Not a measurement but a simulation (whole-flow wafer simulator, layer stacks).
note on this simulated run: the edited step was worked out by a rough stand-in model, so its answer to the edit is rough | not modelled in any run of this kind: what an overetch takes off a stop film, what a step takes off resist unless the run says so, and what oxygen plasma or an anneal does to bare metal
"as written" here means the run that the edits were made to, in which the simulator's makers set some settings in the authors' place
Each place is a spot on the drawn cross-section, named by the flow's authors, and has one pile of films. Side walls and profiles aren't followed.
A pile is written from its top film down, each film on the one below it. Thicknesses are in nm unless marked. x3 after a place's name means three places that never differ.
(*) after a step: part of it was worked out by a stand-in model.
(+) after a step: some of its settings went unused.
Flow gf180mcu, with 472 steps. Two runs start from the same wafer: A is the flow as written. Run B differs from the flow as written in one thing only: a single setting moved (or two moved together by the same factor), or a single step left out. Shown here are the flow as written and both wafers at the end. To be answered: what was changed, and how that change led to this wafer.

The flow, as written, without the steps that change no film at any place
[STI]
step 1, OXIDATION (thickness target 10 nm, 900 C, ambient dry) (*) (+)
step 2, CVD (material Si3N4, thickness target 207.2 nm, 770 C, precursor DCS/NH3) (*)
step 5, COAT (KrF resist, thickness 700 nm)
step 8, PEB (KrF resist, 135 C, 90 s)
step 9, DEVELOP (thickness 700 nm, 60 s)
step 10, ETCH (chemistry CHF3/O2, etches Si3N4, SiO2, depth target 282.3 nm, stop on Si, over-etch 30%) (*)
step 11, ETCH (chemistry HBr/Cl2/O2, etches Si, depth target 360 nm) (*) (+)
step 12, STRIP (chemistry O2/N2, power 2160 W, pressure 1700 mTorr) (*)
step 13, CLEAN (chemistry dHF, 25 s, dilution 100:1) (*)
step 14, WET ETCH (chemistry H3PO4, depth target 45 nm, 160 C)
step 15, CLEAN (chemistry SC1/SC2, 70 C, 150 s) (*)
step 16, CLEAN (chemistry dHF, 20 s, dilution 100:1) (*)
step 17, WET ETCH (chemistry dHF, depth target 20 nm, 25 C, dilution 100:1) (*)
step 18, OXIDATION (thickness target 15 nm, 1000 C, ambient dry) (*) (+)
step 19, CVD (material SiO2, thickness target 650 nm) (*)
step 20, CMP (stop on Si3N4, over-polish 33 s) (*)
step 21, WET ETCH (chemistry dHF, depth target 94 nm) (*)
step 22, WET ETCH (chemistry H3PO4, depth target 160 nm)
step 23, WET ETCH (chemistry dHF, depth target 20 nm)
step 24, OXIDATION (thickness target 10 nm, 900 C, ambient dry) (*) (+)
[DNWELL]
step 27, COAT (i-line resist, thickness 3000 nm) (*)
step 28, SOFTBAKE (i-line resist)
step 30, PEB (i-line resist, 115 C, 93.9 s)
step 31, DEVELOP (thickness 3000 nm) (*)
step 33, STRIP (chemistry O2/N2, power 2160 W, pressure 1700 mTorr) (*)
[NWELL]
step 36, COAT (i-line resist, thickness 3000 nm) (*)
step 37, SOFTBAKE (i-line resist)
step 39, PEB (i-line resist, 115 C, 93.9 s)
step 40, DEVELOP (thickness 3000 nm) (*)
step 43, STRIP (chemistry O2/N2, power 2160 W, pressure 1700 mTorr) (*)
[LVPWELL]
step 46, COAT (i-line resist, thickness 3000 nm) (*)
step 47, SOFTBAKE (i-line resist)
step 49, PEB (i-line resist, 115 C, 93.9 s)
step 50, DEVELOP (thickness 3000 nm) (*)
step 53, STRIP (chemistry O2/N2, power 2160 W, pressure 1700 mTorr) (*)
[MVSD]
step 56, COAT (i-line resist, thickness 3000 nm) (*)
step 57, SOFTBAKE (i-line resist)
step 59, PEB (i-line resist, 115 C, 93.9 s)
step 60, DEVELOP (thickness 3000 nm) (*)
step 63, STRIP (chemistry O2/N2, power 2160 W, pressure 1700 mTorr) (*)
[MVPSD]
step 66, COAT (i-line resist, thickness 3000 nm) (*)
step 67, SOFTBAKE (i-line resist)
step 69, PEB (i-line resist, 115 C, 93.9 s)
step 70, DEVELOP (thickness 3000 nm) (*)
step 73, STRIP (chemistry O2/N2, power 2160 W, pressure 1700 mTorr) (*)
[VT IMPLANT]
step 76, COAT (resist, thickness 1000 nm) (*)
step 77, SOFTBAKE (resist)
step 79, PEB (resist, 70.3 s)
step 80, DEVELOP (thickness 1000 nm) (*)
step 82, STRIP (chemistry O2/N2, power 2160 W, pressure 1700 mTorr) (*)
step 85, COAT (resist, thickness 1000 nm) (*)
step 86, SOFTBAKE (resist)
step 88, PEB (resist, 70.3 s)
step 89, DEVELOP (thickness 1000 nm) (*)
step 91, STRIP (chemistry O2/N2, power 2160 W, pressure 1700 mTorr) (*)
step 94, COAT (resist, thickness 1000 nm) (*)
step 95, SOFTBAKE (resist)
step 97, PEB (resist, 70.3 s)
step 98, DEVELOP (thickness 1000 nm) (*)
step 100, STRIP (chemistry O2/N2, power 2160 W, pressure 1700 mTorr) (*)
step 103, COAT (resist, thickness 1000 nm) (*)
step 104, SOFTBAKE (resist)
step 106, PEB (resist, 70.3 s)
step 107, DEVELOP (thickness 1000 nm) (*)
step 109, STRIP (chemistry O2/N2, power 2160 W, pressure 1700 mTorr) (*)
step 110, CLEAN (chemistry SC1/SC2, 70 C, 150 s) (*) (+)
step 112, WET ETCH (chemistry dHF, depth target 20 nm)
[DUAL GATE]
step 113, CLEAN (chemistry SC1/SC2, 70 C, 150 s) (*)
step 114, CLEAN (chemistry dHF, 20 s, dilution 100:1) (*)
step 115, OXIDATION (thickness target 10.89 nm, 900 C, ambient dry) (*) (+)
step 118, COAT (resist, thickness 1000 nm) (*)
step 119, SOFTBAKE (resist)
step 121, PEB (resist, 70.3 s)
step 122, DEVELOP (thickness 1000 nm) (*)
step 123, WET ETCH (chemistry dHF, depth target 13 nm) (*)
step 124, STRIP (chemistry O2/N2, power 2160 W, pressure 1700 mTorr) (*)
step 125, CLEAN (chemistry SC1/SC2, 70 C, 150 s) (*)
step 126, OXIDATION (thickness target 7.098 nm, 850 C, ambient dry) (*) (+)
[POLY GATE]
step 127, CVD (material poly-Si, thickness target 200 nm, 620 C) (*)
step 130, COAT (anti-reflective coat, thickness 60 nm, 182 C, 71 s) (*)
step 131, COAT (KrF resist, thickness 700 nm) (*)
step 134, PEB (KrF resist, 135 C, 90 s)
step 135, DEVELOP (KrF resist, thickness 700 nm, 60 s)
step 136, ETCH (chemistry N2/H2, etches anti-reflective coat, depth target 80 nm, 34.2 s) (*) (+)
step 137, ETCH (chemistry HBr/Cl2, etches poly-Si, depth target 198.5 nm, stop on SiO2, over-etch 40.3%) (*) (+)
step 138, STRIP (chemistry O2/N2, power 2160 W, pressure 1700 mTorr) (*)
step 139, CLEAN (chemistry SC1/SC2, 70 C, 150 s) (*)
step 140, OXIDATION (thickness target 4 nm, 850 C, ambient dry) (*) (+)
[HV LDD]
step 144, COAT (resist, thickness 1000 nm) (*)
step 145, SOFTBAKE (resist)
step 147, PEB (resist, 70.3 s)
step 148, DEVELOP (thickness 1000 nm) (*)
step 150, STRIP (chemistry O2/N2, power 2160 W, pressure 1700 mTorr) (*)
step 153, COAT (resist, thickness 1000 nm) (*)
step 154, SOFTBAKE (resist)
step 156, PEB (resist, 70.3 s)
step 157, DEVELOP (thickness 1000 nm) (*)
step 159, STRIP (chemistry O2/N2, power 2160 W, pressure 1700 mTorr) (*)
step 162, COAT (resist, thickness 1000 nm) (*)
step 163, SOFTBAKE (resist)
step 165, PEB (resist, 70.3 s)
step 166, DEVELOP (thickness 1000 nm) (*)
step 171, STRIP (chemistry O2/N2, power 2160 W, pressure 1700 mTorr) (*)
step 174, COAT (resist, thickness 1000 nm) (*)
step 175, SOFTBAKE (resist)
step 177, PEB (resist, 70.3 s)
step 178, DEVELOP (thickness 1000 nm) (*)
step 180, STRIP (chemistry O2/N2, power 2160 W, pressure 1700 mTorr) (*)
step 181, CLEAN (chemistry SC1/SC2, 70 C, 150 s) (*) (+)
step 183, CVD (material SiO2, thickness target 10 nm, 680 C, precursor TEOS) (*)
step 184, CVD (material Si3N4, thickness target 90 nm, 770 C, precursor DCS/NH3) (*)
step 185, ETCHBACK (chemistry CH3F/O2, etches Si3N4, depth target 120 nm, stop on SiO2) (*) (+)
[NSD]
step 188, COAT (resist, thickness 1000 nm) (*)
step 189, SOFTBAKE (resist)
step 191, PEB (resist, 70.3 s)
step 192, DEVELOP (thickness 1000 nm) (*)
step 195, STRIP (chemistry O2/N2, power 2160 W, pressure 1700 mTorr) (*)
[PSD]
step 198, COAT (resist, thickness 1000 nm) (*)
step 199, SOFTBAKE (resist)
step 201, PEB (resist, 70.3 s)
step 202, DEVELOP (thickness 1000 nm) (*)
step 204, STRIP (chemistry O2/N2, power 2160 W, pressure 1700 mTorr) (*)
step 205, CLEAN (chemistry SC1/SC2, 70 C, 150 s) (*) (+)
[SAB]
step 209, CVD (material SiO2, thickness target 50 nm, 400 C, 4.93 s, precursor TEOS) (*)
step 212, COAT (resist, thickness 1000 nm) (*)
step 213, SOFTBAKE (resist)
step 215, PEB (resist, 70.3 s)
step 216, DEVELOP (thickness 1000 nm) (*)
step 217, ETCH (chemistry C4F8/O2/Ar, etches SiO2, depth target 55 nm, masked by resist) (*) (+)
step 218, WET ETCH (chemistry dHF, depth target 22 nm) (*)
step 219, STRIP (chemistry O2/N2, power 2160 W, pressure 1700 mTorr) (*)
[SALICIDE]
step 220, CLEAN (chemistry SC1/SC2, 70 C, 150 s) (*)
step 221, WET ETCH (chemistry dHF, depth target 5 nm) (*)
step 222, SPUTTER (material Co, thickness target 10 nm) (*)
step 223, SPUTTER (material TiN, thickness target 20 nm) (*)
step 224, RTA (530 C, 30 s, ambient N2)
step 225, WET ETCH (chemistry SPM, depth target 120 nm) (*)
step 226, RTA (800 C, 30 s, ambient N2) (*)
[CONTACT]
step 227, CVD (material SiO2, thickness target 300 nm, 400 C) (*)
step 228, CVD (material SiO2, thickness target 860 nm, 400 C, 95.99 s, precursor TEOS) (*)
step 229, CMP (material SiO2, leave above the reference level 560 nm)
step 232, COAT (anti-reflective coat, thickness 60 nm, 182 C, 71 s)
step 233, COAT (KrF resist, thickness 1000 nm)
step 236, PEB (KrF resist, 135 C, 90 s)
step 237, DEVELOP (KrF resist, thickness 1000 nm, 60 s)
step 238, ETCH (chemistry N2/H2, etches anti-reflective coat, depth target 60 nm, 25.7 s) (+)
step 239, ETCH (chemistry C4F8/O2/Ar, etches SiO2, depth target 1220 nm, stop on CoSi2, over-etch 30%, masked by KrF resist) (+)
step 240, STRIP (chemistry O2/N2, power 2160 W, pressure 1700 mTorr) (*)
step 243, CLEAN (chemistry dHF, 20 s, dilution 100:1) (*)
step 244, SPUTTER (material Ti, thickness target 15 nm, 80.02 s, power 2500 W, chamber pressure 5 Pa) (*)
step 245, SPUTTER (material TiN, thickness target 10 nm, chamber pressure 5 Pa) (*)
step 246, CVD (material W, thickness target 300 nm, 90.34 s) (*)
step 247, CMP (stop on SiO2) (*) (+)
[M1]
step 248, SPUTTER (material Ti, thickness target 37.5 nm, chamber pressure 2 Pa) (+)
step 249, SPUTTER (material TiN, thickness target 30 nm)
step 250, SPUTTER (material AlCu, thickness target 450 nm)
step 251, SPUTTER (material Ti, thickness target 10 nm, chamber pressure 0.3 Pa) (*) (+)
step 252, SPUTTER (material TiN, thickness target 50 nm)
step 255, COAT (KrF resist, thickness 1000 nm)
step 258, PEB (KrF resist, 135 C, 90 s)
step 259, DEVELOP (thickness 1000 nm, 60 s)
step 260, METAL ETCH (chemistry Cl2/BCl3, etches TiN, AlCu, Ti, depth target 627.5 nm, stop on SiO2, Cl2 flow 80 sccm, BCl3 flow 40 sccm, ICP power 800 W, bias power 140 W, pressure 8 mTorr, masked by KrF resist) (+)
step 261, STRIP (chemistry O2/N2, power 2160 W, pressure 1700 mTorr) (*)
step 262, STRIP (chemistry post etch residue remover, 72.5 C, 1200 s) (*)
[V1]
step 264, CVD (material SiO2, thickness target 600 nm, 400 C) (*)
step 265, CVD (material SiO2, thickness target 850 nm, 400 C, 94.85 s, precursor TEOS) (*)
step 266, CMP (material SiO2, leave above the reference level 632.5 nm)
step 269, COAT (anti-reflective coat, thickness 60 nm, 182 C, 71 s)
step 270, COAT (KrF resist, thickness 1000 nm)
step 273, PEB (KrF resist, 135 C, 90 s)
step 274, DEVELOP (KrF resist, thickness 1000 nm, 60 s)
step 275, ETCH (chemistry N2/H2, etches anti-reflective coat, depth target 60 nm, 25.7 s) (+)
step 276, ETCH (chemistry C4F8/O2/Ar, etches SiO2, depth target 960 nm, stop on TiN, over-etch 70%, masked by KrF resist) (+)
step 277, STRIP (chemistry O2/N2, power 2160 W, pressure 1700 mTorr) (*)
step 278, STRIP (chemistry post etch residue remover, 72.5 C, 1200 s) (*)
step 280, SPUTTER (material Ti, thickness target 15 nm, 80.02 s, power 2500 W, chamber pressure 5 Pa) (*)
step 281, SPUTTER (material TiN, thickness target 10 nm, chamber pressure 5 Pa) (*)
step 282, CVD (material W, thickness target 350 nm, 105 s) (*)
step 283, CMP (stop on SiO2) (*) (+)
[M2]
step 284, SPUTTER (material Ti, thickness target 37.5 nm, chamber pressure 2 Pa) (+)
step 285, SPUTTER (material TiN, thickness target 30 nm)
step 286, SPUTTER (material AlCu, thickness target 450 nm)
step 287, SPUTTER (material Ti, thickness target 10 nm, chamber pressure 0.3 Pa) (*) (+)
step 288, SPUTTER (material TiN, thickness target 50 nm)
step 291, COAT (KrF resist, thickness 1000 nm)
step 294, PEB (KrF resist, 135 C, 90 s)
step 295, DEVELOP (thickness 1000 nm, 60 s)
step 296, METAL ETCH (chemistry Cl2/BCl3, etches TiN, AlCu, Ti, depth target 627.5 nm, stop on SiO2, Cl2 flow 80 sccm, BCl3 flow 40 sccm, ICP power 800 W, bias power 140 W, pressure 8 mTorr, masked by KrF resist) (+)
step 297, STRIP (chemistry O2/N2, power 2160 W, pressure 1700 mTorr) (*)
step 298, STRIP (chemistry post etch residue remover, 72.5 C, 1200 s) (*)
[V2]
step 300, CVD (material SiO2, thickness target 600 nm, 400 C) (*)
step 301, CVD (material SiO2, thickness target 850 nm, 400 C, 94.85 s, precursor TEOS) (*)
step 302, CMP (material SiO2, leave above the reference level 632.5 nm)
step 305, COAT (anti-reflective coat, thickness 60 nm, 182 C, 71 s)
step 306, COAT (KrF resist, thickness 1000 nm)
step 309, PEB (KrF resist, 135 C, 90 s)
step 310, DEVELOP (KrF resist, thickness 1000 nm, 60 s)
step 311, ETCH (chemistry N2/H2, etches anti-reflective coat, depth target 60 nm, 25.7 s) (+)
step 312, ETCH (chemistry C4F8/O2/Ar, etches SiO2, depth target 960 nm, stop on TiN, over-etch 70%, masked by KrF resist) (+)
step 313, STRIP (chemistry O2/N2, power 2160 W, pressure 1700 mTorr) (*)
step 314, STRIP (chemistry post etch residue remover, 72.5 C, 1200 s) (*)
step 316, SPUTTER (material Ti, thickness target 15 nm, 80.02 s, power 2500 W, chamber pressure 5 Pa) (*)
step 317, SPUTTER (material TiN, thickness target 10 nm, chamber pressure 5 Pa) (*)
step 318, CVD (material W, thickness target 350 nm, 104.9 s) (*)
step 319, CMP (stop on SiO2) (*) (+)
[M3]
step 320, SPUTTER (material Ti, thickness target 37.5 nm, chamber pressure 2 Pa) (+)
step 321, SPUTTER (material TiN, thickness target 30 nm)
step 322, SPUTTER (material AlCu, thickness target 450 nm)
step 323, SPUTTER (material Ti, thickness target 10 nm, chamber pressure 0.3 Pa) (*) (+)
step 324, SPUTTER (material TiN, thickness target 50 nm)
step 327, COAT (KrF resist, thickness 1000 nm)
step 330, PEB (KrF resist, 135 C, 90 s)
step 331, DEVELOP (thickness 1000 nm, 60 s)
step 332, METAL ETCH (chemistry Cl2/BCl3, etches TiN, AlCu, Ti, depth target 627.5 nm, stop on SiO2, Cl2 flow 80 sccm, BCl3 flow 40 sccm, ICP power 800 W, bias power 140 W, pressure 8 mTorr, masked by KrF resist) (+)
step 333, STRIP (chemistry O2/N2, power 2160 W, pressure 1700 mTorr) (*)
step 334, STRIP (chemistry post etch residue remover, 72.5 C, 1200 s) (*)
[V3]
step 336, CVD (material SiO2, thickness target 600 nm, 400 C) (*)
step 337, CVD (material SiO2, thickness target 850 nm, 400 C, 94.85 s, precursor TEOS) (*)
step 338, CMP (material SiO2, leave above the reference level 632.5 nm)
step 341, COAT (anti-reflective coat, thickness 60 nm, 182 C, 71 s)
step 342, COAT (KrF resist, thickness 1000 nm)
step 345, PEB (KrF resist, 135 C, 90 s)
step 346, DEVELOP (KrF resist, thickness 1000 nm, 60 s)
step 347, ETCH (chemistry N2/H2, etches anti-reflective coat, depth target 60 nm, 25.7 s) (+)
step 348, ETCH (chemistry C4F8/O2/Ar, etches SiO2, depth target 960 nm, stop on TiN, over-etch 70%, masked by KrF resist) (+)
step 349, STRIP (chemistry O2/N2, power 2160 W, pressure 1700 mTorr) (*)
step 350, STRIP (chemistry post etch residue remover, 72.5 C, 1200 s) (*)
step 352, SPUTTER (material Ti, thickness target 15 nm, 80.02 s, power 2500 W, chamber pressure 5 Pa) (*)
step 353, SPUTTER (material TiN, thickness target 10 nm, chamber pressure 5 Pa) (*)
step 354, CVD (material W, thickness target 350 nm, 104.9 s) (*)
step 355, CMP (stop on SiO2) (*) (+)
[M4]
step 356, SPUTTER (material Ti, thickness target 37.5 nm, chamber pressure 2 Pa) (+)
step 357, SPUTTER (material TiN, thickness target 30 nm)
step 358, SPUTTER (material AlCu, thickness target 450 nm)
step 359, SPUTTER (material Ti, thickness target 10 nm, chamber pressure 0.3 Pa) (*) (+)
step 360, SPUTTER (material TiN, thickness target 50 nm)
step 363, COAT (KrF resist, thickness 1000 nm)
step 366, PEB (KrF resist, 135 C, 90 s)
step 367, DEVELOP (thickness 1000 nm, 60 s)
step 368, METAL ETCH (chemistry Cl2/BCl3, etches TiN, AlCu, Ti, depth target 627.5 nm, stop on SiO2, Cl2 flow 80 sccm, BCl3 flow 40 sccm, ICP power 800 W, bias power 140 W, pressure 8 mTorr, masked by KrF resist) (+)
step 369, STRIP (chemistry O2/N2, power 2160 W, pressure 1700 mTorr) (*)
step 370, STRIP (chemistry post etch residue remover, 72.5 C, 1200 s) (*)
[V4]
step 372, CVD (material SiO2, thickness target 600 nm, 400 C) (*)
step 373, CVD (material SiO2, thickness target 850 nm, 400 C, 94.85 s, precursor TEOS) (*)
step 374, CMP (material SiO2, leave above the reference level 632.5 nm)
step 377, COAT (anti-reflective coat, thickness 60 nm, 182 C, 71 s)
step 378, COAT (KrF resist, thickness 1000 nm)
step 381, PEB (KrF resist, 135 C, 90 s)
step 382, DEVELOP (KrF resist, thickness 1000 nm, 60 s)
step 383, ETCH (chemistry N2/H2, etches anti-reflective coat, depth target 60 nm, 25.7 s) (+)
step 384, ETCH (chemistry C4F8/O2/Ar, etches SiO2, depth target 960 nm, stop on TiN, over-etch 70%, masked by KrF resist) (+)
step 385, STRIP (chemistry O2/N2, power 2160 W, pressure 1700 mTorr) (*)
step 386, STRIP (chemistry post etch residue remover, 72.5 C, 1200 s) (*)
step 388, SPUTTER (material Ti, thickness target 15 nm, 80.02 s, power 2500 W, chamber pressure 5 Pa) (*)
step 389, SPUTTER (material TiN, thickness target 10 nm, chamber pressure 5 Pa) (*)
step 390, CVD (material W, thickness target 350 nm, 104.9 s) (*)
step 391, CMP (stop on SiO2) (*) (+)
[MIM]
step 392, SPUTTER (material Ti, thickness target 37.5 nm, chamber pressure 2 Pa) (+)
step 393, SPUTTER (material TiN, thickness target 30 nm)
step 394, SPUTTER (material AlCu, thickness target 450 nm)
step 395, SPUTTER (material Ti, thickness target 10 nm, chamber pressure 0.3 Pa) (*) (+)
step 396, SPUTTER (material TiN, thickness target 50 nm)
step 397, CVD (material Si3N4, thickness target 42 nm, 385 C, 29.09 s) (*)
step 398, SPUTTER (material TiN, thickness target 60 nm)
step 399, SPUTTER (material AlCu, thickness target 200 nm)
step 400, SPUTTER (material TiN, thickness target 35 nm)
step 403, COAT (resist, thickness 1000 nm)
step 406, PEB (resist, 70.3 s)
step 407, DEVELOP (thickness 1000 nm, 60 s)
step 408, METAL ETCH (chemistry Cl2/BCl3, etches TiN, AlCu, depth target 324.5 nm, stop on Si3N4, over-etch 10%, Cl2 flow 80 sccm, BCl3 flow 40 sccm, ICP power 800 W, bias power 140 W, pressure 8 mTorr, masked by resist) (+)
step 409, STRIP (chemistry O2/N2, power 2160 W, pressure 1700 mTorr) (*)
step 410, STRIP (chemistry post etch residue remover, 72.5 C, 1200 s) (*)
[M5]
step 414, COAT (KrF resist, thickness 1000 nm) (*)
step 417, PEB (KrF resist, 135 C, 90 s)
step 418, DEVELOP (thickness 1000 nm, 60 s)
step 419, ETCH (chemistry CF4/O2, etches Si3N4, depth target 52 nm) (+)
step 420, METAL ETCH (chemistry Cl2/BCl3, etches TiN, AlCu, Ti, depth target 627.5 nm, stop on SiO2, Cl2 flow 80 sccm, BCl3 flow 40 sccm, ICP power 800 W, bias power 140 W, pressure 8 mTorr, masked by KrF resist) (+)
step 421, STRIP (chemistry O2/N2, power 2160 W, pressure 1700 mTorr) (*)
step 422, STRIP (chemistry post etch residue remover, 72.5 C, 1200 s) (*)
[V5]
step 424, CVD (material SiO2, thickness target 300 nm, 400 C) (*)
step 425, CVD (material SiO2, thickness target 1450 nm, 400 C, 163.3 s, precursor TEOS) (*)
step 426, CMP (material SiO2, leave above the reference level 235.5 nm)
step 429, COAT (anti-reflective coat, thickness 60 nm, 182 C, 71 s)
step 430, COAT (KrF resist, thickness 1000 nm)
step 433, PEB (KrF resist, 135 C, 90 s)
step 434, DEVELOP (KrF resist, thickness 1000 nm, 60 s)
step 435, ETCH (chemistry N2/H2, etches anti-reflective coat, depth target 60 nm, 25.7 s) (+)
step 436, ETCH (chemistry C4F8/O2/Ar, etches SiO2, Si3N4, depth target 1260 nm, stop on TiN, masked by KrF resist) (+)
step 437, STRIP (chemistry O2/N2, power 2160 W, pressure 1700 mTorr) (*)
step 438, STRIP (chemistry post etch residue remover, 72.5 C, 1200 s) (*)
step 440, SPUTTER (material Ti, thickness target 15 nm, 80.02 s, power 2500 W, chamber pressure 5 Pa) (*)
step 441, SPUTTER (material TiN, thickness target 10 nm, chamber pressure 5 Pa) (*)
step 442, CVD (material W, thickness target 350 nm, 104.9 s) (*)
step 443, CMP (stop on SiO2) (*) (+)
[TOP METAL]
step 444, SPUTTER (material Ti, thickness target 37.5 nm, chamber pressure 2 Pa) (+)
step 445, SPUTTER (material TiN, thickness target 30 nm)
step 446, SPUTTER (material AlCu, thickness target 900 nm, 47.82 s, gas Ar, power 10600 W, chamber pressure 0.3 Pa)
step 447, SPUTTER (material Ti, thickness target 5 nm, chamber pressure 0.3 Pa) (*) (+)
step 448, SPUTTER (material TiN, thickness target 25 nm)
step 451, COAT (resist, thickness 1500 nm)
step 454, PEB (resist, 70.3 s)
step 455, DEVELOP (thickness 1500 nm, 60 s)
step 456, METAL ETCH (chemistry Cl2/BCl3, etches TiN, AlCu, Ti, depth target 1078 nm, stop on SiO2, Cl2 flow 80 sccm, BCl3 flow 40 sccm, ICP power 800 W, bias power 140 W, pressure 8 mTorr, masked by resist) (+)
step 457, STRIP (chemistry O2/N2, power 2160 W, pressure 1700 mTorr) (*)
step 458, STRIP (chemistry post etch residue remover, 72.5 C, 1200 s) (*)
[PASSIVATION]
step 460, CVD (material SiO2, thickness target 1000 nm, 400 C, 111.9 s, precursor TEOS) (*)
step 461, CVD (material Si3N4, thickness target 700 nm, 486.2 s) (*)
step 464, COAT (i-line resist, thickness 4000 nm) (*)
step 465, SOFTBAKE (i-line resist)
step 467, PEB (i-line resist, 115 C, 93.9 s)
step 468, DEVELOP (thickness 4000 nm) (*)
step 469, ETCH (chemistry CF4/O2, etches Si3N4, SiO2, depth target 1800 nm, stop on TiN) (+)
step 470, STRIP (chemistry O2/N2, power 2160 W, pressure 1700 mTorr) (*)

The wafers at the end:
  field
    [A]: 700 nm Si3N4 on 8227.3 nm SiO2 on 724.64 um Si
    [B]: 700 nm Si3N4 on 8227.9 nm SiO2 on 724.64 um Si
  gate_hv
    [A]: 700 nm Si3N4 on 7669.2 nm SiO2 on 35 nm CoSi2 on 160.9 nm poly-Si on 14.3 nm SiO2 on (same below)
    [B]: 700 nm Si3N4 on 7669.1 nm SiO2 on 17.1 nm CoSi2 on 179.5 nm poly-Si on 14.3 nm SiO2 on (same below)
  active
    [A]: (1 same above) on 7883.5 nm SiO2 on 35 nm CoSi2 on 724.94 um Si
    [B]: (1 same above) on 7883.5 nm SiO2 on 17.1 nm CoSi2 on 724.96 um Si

The reason: step 222, SPUTTER: thickness target 4.9 nm was run, whereas the flow has thickness target 10 nm.

Step by step, how the change led to this:
  step 222, SPUTTER (material Co, thickness target 10 nm) (*)
      field, field__w7, field__w8 and 71 more: A Co gains 10 (new film) | B Co gains 4.9 (new film)
      field__w2, mim: A Co gains 8.65 (new film) | B Co gains 4.24 (new film)
      (and at 35 other places as well)
  step 224, RTA (530 C, 30 s, ambient N2)
      gate, gate_hv, gate_p and 22 more: A under 1 film: CoSi gains 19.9 (new film), Co loses 10 (all of it), poly-Si loses 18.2 | B under 1 film: CoSi gains 9.74 (new film), Co loses 4.9 (all of it), poly-Si loses 8.92
      active, p_well, sd_n and 11 more: A under 1 film: CoSi gains 19.9 (new film), Co loses 10 (all of it), Si loses 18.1 | B under 1 film: CoSi gains 9.74 (new film), Co loses 4.9 (all of it), Si loses 8.89
      (and at 10 other places as well)
  step 225, WET ETCH (chemistry SPM, depth target 120 nm) (*)
      field, field__w7, field__w8 and 32 more: A TiN loses 20 (all of it), Co loses 10 (all of it) | B TiN loses 20 (all of it), Co loses 4.9 (all of it)
      field_sub__w3, nw_enc_fld_lv__w4: A TiN loses 19.8 (all of it), Co loses 9.91 (all of it) | B TiN loses 19.8 (all of it), Co loses 4.86 (all of it)
      (and at 25 other places as well)
  step 226, RTA (800 C, 30 s, ambient N2) (*)
      gate, gate_hv, gate_p and 22 more: A CoSi2 gains 35 (new film), CoSi loses 19.9 (all of it), poly-Si loses 18.2 | B CoSi2 gains 17.1 (new film), CoSi loses 9.74 (all of it), poly-Si loses 8.92
      active, p_well, sd_n and 11 more: A CoSi2 gains 35 (new film), CoSi loses 19.9 (all of it), Si loses 18.1 | B CoSi2 gains 17.1 (new film), CoSi loses 9.74 (all of it), Si loses 8.89
      (and at 10 other places as well)
